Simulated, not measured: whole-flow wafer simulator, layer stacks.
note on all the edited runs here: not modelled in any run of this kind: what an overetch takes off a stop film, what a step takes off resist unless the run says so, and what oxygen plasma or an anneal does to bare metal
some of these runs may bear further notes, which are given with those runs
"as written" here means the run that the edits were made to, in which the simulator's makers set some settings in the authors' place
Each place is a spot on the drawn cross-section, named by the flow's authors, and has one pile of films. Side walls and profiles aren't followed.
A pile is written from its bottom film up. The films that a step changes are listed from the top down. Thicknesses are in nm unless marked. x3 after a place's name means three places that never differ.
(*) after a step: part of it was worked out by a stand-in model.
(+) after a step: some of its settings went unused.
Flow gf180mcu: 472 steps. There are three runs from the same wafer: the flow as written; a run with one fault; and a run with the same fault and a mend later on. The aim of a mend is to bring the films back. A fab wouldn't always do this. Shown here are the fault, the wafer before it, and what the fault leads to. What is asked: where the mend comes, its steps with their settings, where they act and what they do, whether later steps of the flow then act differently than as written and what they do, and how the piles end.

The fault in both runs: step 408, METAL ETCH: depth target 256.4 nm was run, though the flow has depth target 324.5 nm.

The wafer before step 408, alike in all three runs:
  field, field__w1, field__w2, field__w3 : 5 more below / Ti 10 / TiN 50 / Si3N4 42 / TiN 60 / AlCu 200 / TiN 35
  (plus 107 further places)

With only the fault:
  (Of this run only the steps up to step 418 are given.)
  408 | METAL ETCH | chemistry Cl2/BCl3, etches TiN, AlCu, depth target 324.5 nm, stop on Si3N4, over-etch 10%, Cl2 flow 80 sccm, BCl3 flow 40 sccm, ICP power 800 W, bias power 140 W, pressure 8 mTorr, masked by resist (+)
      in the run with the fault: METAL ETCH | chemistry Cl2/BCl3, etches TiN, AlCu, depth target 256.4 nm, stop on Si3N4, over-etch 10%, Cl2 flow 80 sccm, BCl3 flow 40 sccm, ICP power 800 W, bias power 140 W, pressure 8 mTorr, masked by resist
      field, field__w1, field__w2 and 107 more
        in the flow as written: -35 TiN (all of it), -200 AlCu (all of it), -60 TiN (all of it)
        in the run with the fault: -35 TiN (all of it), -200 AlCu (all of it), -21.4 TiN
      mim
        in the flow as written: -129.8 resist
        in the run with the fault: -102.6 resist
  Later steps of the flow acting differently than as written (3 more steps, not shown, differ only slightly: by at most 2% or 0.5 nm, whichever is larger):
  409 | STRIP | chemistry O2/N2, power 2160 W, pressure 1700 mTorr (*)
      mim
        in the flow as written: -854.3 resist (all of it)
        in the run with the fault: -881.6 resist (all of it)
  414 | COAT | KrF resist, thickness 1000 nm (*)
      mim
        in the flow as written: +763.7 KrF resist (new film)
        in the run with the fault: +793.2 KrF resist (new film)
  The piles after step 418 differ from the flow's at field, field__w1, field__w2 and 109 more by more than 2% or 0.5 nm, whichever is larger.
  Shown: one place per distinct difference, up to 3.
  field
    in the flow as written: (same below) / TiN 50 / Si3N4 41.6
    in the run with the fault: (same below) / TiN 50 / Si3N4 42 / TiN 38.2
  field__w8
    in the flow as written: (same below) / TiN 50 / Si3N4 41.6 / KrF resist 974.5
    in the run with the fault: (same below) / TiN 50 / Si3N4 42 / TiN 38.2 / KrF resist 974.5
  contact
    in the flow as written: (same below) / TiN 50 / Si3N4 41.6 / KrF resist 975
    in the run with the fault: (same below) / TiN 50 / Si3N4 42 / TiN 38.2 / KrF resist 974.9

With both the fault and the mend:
  The mend stands after step 408.
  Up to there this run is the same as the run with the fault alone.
  408a | METAL ETCH | chemistry Cl2/BCl3, etches TiN, AlCu, depth target 68.1 nm, stop on Si3N4, over-etch 10%, Cl2 flow 80 sccm, BCl3 flow 40 sccm, ICP power 800 W, bias power 140 W, pressure 8 mTorr, masked by resist (+) (a further turn of the flow's step 408, with different settings)
      field, field__w1, field__w2 and 107 more
        -38.6 TiN (all of it)
      mim
        -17 resist
  Every later step of the flow that is run acts as written, at every place that is followed, to within 2% or 0.5 nm, whichever is larger.
  By the end, the piles equal the flow's at every place that both follow.
